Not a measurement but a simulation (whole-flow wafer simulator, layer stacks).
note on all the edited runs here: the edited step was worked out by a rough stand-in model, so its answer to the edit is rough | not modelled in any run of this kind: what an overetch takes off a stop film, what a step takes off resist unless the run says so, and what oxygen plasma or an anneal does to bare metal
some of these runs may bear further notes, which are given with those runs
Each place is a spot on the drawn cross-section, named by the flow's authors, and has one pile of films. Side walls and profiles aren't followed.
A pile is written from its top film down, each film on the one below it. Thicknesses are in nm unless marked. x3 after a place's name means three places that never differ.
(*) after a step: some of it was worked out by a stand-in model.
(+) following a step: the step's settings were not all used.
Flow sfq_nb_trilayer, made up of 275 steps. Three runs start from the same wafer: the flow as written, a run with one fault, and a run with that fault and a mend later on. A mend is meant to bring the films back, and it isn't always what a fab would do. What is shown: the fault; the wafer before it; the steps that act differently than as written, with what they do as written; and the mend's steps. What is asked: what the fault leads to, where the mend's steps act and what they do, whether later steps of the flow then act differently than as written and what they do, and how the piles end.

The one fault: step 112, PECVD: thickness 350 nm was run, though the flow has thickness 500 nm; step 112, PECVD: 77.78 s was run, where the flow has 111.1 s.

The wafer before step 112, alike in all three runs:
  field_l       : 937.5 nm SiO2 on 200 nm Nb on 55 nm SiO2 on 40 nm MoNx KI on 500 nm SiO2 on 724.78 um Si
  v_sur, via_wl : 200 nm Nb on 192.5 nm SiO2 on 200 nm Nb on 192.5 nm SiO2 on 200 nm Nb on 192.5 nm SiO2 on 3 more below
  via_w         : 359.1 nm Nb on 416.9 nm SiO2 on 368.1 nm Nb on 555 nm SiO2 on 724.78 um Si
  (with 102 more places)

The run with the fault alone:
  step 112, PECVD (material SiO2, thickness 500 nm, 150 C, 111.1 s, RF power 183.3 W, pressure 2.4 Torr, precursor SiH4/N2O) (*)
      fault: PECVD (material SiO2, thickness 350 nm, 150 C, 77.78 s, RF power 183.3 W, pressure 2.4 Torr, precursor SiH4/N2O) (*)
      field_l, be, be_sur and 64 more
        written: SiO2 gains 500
        fault: SiO2 gains 350
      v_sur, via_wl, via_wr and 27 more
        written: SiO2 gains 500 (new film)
        fault: SiO2 gains 350 (new film)
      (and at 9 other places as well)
  Steps later in the flow that act otherwise than as written (not shown: 15 more steps that differ only slightly, by at most 2% or 0.5 nm, whichever is larger):
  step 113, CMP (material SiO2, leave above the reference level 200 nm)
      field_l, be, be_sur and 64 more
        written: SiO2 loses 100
        fault: nothing
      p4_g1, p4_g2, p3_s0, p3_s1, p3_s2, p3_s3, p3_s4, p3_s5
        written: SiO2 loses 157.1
        fault: nothing
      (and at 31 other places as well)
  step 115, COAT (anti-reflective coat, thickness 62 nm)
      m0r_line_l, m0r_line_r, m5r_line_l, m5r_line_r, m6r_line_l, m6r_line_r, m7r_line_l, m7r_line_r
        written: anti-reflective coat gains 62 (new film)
        fault: anti-reflective coat gains 63.4 (new film)
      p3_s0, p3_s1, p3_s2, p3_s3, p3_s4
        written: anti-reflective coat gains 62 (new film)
        fault: anti-reflective coat gains 80.8 (new film)
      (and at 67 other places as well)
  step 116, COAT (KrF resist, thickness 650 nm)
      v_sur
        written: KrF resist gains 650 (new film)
        fault: KrF resist gains 630.6 (new film)
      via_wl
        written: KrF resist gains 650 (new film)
        fault: KrF resist gains 633.9 (new film)
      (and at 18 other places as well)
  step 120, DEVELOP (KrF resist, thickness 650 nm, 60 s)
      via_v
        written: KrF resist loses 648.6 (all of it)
        fault: KrF resist loses 630.7 (all of it)
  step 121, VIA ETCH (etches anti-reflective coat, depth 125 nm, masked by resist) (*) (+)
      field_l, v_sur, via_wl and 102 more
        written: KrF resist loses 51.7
        fault: KrF resist loses 48.3
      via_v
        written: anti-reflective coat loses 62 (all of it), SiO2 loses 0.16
        fault: anti-reflective coat loses 58 (all of it), SiO2 loses 0.15
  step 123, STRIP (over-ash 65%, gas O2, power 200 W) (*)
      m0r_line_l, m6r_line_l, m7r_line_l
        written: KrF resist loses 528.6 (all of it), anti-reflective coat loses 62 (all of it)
        fault: KrF resist loses 541.2 (all of it), anti-reflective coat loses 63.4 (all of it)
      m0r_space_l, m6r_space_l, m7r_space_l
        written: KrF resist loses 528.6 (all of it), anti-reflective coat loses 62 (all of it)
        fault: KrF resist loses 537.5 (all of it), anti-reflective coat loses 69 (all of it)
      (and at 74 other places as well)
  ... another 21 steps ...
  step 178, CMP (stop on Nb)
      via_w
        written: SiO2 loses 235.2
        fault: SiO2 loses 226.5
  By the end, the piles at via_w, ln_m5, lsp_m and 6 more depart from the flow's by more than 2% or 0.5 nm, whichever is larger.
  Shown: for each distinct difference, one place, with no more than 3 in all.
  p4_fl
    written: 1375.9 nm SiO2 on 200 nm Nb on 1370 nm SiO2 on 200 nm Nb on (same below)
    fault: 1425.9 nm SiO2 on 200 nm Nb on 1320 nm SiO2 on 200 nm Nb on (same below)
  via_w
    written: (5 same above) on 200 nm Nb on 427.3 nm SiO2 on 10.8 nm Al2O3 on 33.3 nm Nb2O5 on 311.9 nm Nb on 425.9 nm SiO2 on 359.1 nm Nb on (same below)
    fault: (5 same above) on 200 nm Nb on 463.7 nm SiO2 on 10.4 nm Al2O3 on 34 nm Nb2O5 on 307.9 nm Nb on 393.3 nm SiO2 on 359.1 nm Nb on (same below)
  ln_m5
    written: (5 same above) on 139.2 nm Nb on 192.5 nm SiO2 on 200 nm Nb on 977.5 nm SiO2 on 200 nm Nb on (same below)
    fault: (5 same above) on 139.2 nm Nb on 242.5 nm SiO2 on 200 nm Nb on 927.5 nm SiO2 on 200 nm Nb on (same below)

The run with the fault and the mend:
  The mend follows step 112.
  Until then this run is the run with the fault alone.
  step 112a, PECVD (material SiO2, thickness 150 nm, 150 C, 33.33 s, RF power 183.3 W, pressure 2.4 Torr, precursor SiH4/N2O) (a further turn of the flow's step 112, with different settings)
      field_l, v_sur, via_wl and 102 more
        SiO2 gains 150
      via_w
        SiO2 gains 142
  Steps later in the flow that act otherwise than as written:
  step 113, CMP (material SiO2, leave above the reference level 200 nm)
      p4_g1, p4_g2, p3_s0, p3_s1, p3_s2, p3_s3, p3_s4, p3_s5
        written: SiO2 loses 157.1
        mend: SiO2 loses 100
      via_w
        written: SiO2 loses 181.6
        mend: SiO2 loses 109.4
  At every place that both follow, the piles at the end match the flow's.
